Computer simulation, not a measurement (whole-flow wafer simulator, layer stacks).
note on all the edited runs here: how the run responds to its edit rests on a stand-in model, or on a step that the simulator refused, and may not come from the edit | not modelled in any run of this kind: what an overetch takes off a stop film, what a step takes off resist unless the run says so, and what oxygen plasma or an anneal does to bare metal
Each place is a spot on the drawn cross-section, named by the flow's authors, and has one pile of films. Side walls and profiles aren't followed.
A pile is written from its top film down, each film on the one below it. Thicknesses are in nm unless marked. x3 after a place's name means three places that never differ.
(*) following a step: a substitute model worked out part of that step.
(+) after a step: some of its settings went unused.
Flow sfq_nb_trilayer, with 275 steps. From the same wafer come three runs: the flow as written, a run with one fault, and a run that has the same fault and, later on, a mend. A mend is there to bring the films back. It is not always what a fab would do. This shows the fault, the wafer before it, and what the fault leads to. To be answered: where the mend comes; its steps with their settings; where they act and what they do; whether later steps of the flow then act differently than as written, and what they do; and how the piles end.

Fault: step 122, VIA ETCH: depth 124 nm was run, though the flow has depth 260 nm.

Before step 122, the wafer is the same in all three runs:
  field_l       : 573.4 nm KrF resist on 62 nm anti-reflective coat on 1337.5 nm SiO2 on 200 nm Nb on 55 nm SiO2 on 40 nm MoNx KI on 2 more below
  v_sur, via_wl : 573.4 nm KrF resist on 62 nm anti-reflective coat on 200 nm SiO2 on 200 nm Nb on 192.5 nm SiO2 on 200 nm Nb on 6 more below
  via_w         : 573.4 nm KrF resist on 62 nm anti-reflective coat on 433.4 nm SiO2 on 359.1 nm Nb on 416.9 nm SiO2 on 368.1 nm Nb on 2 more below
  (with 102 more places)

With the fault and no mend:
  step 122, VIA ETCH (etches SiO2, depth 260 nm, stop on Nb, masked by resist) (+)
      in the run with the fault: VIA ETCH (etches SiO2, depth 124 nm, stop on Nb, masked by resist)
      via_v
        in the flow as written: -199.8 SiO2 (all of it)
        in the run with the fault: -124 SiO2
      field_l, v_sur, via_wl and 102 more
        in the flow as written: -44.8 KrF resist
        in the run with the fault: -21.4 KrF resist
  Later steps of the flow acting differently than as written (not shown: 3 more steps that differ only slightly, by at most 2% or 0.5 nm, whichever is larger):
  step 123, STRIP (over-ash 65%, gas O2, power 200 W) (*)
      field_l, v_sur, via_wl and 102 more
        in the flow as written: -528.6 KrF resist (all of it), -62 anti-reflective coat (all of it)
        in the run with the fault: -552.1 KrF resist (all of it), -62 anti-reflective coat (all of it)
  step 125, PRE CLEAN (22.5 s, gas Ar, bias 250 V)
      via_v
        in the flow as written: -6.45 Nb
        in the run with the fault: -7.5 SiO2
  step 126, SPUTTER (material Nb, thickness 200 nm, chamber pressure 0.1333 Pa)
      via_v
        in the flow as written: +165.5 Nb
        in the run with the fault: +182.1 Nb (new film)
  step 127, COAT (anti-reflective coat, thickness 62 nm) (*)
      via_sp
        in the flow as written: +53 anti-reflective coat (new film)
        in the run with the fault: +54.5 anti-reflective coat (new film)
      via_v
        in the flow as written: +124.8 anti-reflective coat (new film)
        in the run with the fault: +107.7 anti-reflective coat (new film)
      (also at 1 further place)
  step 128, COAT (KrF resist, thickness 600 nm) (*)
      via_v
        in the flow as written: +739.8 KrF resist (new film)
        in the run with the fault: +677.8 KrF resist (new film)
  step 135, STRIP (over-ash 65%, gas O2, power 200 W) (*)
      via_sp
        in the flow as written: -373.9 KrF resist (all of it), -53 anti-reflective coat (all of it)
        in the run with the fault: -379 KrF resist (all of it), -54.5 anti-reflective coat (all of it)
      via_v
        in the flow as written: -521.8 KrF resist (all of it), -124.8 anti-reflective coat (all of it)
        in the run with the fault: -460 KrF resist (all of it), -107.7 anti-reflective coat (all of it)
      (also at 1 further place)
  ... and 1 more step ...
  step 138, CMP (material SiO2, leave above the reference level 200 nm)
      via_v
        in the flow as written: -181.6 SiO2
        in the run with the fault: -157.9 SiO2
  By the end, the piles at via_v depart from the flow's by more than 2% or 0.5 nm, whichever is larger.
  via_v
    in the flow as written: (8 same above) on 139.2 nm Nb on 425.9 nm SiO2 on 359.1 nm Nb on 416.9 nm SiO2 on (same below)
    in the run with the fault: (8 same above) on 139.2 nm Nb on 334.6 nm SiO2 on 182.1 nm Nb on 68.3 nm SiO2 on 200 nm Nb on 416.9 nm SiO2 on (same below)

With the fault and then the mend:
  The mend stands after step 123.
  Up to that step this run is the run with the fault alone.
  step 123a, COAT (anti-reflective coat, thickness 62 nm) (*) (the flow's step 115 again)
      p4_fl x3, p4_w1 x9, p4_g1 x2 and 63 more
        +62 anti-reflective coat (new film)
      be_r, r_sur, res, r_end, moat, field_r, lsp_l
        +61.8 anti-reflective coat (new film)
      ln_m5, lsp_m, ln_m6, lsp_r, l0_sur, l0v
        +61.9 anti-reflective coat (new film)
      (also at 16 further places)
  step 123b, COAT (KrF resist, thickness 650 nm) (*) (the flow's step 116 again)
      p4_fl x3, p4_w1 x9, p4_g1 x2 and 63 more
        +650 KrF resist (new film)
      moat, field_r, lsp_l and 6 more
        +649.7 KrF resist (new film)
      wire, ce_r, sp_r
        +649.4 KrF resist (new film)
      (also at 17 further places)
  step 123c, SOFTBAKE (KrF resist) (the flow's step 117 again)
      alters no film at any place that is followed
  step 123d, EXPOSE (photomask I3, dose 11.91 mJ/cm2, NA 0.6, wavelength 248 nm) (*) (the flow's step 118 again)
      alters no film at any place that is followed
  step 123e, PEB (KrF resist, 90 s) (the flow's step 119 again)
      wire, jj_sur, ce_l and 93 more
        -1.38 KrF resist
      field_l, v_sur, via_wl and 6 more
        -1.37 KrF resist
      via_v
        -1.55 KrF resist
  step 123f, DEVELOP (KrF resist, thickness 650 nm, 60 s) (the flow's step 120 again)
      field_l, v_sur, via_wl and 102 more
        -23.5 KrF resist
      via_v
        -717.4 KrF resist (all of it)
  step 123g, VIA ETCH (etches anti-reflective coat, depth 125 nm, masked by resist) (+) (the flow's step 121 again)
      field_l, v_sur, via_wl and 102 more
        -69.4 KrF resist
      via_v
        -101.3 anti-reflective coat (all of it), -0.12 SiO2
  step 123h, VIA ETCH (etches SiO2, depth 136 nm, stop on Nb, masked by resist) (+) (the flow's step 122 again, with other settings)
      field_l, v_sur, via_wl and 102 more
        -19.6 KrF resist
      via_v
        -75.7 SiO2 (all of it)
  step 123i, STRIP (over-ash 65%, gas O2, power 200 W) (*) (the flow's step 123 again)
      p4_fl x3, p4_w1 x9, p4_g1 x2 and 63 more
        -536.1 KrF resist (all of it), -62 anti-reflective coat (all of it)
      ln_m5, lsp_m, ln_m6, lsp_r, l0_sur, l0v
        -535.8 KrF resist (all of it), -61.9 anti-reflective coat (all of it)
      res, r_end, moat
        -535.7 KrF resist (all of it), -61.8 anti-reflective coat (all of it)
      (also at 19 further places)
  None of the later steps of the flow acts differently than as written at any place that is followed.
  At every place that both follow, the piles at the end match the flow's.
